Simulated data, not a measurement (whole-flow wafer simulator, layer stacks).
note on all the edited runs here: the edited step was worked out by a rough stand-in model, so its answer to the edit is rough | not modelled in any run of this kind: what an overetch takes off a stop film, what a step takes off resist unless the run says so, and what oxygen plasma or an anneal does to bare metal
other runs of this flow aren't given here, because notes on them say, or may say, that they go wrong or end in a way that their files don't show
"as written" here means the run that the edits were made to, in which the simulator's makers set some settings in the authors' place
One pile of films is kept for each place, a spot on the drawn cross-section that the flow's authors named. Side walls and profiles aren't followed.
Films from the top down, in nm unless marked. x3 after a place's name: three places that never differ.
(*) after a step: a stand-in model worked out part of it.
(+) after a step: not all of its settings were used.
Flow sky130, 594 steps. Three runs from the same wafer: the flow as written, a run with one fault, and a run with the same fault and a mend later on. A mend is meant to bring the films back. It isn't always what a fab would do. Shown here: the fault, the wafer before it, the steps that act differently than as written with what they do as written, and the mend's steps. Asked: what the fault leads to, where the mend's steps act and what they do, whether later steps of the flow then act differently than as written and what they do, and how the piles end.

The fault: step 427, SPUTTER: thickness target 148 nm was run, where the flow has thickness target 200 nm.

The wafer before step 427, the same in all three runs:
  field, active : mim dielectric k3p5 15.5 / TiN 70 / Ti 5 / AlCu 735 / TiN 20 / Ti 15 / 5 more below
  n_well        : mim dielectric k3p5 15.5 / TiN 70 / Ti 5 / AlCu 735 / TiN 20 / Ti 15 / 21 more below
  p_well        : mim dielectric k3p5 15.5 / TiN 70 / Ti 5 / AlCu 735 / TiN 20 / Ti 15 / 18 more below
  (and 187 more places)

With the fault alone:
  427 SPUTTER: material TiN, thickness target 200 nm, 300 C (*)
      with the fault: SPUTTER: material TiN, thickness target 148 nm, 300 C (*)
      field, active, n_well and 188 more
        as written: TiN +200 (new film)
        with the fault: TiN +148 (new film)
  Later steps of the flow that act differently than as written (3 more steps differ only slightly, by at most 2% or 0.5 nm, whichever is larger, and aren't shown):
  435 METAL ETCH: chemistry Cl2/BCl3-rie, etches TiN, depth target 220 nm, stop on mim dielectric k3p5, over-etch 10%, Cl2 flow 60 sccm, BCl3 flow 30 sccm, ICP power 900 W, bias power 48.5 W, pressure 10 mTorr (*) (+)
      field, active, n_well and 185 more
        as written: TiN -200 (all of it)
        with the fault: TiN -148 (all of it)
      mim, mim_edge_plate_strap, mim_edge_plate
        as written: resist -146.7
        with the fault: resist -108.5
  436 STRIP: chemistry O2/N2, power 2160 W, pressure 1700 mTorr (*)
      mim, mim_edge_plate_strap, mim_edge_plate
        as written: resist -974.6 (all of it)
        with the fault: resist -1012.7 (all of it)
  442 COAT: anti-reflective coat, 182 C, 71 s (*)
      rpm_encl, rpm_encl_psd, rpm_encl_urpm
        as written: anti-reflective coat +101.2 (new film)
        with the fault: anti-reflective coat +104 (new film)
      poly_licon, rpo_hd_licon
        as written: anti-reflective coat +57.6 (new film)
        with the fault: anti-reflective coat +71.9 (new film)
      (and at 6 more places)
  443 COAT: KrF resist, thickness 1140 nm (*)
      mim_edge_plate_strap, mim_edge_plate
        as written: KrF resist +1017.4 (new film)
        with the fault: KrF resist +1069.4 (new film)
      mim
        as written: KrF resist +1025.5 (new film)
        with the fault: KrF resist +1071.2 (new film)
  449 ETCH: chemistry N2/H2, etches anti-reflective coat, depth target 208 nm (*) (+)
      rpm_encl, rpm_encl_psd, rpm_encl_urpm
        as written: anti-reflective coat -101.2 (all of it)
        with the fault: anti-reflective coat -104 (all of it)
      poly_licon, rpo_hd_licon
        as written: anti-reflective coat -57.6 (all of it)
        with the fault: anti-reflective coat -71.9 (all of it)
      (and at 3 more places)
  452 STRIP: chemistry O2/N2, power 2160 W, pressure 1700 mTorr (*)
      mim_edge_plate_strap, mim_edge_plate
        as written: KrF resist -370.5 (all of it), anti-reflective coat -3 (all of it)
        with the fault: KrF resist -422.4 (all of it), anti-reflective coat -3 (all of it)
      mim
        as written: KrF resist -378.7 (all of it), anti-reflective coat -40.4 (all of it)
        with the fault: KrF resist -424.3 (all of it), anti-reflective coat -30.6 (all of it)
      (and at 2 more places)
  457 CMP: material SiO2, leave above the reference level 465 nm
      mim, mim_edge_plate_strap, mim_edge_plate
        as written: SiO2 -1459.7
        with the fault: SiO2 -1407.7
  At the end the piles differ from the flow's by more than 2% or 0.5 nm, whichever is larger, at mim, mim_edge_plate_strap, mim_edge_plate.
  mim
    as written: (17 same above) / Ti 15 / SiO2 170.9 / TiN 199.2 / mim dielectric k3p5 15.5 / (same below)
    with the fault: (17 same above) / Ti 15 / SiO2 222.9 / TiN 147.2 / mim dielectric k3p5 15.5 / (same below)
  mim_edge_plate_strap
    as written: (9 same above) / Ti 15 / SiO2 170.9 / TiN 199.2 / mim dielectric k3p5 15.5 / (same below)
    with the fault: (9 same above) / Ti 15 / SiO2 222.9 / TiN 147.2 / mim dielectric k3p5 15.5 / (same below)
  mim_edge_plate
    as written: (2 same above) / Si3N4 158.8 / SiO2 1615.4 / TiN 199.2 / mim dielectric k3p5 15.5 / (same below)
    with the fault: (2 same above) / Si3N4 158.8 / SiO2 1667.4 / TiN 147.2 / mim dielectric k3p5 15.5 / (same below)

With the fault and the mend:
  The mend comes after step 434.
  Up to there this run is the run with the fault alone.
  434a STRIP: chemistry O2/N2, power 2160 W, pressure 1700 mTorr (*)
      mim, mim_edge_plate_strap, mim_edge_plate
        resist -1121.3 (all of it)
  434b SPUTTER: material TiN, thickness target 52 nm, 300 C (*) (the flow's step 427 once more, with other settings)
      field, active, n_well and 188 more
        TiN +52
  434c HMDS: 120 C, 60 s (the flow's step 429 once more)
      changes no film at any place that is followed
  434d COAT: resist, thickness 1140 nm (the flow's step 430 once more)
      field, active, n_well and 186 more
        resist +1140 (new film)
      m1, via2_hole
        resist +1140.6 (new film)
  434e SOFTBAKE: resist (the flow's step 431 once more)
      changes no film at any place that is followed
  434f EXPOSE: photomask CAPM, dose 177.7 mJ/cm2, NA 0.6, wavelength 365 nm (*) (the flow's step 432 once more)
      changes no film at any place that is followed
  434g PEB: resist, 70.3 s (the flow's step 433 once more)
      field, active, n_well and 188 more
        resist -18.7
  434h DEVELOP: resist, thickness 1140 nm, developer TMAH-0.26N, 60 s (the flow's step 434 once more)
      field, active, n_well and 183 more
        resist -1121.3 (all of it)
      m1, via2_hole
        resist -1121.9 (all of it)
  No later step of the flow acts differently than as written at any place that is followed.
  At the end the piles are the same as the flow's at every place that both follow.
